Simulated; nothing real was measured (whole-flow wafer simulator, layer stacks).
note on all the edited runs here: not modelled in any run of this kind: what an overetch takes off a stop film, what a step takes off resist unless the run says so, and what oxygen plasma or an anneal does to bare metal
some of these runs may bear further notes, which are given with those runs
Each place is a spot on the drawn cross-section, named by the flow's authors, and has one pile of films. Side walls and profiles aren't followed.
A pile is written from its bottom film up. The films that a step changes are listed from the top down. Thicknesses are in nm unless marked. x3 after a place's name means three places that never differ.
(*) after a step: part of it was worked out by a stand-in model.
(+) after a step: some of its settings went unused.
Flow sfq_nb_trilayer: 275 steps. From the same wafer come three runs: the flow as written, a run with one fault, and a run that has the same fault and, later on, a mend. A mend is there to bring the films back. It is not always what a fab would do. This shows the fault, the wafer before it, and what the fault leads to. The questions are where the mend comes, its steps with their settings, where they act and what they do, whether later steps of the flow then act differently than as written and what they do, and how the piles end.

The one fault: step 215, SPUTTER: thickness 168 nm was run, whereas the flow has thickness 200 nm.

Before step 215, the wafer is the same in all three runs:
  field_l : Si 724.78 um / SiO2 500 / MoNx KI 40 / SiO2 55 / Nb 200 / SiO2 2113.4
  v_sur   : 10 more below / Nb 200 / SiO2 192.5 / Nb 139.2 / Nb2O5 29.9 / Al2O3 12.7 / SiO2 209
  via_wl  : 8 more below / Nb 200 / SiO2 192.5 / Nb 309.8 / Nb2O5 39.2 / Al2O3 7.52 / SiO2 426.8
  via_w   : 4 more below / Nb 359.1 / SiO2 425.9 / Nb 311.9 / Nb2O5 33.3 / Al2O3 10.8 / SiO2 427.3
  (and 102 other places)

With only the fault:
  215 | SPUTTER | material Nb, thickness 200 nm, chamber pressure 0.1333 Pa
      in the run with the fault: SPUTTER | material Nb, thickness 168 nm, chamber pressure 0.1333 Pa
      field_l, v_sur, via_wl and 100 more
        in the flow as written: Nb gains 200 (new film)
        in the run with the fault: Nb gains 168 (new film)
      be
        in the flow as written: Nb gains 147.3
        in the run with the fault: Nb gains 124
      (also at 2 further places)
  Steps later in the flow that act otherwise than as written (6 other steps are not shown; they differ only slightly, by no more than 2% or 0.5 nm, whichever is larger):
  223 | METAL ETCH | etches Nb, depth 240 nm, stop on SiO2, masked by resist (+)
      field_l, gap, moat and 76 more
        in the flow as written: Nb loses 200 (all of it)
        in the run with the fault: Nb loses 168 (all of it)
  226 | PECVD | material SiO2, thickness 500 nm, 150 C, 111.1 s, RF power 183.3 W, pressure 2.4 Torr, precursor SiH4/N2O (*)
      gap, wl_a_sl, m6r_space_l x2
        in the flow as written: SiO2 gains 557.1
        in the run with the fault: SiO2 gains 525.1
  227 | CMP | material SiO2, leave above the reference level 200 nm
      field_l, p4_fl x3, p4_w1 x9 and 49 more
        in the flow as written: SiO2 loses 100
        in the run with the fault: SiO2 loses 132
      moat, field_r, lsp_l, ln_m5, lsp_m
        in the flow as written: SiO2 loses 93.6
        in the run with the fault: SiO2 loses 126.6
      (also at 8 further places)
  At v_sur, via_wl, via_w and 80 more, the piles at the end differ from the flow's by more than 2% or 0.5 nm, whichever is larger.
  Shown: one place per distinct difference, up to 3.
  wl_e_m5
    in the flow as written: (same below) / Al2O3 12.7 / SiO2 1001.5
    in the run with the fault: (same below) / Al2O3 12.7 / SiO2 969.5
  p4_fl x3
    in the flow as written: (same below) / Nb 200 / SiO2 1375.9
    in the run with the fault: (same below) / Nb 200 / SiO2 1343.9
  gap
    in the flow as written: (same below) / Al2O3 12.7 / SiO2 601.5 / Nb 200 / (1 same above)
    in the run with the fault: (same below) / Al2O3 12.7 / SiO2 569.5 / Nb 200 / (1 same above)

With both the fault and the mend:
  After step 215 comes the mend.
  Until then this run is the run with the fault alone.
  215a | SPUTTER | material Nb, thickness 32 nm, chamber pressure 0.1333 Pa (the flow's step 215 again, with other settings)
      field_l, v_sur, via_wl and 98 more
        Nb gains 32
      ce_l, ce_r
        Nb gains 31.1
      be
        Nb gains 20.3
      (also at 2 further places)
  Every later step of the flow that is run acts as written, at every place that is followed, to within 2% or 0.5 nm, whichever is larger.
  At the end the piles are close to the flow's at the places that both follow, differing by at most 2% or 0.5 nm, whichever is larger.
